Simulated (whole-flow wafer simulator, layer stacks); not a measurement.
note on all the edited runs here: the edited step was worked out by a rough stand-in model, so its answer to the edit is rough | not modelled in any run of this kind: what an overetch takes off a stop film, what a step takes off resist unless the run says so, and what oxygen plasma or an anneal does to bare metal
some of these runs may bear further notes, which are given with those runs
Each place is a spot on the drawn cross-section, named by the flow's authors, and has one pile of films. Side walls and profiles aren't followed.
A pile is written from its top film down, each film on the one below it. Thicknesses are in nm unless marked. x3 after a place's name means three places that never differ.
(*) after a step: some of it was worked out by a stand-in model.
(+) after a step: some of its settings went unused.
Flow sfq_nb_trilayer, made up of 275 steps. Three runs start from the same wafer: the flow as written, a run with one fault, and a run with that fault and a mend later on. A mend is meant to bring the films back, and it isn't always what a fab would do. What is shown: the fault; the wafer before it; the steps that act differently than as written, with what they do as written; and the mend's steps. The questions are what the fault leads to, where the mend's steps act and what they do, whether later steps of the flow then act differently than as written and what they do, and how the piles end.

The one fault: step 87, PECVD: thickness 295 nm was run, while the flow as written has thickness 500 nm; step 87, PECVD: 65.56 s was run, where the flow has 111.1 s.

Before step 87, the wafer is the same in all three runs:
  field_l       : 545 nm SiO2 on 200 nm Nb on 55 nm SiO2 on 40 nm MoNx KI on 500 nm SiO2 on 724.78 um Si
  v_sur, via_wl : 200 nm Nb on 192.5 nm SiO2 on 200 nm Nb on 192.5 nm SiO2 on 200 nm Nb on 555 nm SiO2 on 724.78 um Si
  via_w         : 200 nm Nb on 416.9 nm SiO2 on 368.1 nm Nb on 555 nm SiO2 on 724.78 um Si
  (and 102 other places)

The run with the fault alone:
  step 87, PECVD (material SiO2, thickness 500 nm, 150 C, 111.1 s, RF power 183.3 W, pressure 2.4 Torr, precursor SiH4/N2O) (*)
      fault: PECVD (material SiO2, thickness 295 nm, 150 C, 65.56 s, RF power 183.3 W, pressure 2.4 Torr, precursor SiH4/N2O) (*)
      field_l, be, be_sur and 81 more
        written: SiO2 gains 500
        fault: SiO2 gains 295
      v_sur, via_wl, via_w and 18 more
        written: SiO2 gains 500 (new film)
        fault: SiO2 gains 295 (new film)
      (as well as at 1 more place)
  Steps later in the flow that act otherwise than as written (16 other steps are not shown; they differ only slightly, by no more than 2% or 0.5 nm, whichever is larger):
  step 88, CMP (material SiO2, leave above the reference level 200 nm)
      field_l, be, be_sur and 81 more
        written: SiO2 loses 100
        fault: nothing
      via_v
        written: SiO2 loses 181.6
        fault: nothing
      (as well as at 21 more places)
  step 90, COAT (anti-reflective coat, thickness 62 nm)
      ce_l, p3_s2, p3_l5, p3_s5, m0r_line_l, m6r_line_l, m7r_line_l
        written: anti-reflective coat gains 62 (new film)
        fault: anti-reflective coat gains 63.3 (new film)
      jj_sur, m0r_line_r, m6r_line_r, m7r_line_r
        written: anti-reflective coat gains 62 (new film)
        fault: anti-reflective coat gains 63.4 (new film)
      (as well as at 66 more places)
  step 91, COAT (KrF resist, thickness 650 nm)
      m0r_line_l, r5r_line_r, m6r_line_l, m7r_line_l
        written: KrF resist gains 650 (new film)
        fault: KrF resist gains 670.8 (new film)
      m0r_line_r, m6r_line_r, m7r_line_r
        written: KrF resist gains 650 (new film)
        fault: KrF resist gains 670.7 (new film)
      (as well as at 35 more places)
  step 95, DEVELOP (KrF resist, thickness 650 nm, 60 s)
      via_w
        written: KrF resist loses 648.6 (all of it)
        fault: KrF resist loses 611.2 (all of it)
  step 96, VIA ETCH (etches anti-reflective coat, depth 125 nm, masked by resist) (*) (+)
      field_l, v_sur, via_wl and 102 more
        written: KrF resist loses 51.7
        fault: KrF resist loses 44.5
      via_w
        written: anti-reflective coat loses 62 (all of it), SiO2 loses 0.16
        fault: anti-reflective coat loses 53.4 (all of it), SiO2 loses 0.13
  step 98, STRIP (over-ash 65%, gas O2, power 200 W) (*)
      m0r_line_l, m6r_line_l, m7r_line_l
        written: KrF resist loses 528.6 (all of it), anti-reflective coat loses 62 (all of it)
        fault: KrF resist loses 556.5 (all of it), anti-reflective coat loses 63.3 (all of it)
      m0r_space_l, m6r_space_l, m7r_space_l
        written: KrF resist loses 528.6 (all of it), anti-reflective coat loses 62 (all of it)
        fault: KrF resist loses 548.1 (all of it), anti-reflective coat loses 76.4 (all of it)
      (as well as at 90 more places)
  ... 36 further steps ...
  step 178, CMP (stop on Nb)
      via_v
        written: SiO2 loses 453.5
        fault: SiO2 loses 340.8
  By the end, the piles at via_v, ln_m5, p4_w1 and 8 more depart from the flow's by more than 2% or 0.5 nm, whichever is larger.
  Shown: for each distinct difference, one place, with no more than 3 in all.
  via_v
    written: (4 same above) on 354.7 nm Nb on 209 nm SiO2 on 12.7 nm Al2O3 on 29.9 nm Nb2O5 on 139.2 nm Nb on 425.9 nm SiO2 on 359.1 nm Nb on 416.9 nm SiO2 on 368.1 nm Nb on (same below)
    fault: (4 same above) on 354.7 nm Nb on 459.7 nm SiO2 on 9.16 nm Al2O3 on 36.3 nm Nb2O5 on 104.3 nm Nb on 344 nm SiO2 on 90.1 nm Nb on 132 nm SiO2 on 171.6 nm Nb on 245.7 nm SiO2 on 368.1 nm Nb on (same below)
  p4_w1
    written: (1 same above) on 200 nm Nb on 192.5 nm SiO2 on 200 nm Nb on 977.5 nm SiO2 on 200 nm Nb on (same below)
    fault: (1 same above) on 200 nm Nb on 297.5 nm SiO2 on 200 nm Nb on 872.5 nm SiO2 on 200 nm Nb on (same below)
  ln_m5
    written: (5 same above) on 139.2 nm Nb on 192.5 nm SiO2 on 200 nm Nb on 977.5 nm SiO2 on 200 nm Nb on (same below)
    fault: (5 same above) on 139.2 nm Nb on 197.5 nm SiO2 on 200 nm Nb on 972.5 nm SiO2 on 200 nm Nb on (same below)

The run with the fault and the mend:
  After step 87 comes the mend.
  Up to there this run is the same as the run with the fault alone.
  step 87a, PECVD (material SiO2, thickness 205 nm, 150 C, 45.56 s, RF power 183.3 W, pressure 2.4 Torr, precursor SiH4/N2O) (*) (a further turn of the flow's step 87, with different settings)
      field_l, v_sur, via_wl and 102 more
        SiO2 gains 205
      via_v
        SiO2 gains 182.7
  Steps later in the flow that act otherwise than as written:
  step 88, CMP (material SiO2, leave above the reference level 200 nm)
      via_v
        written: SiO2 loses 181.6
        mend: SiO2 loses 11.5
  By the end, the piles equal the flow's at every place that both follow.
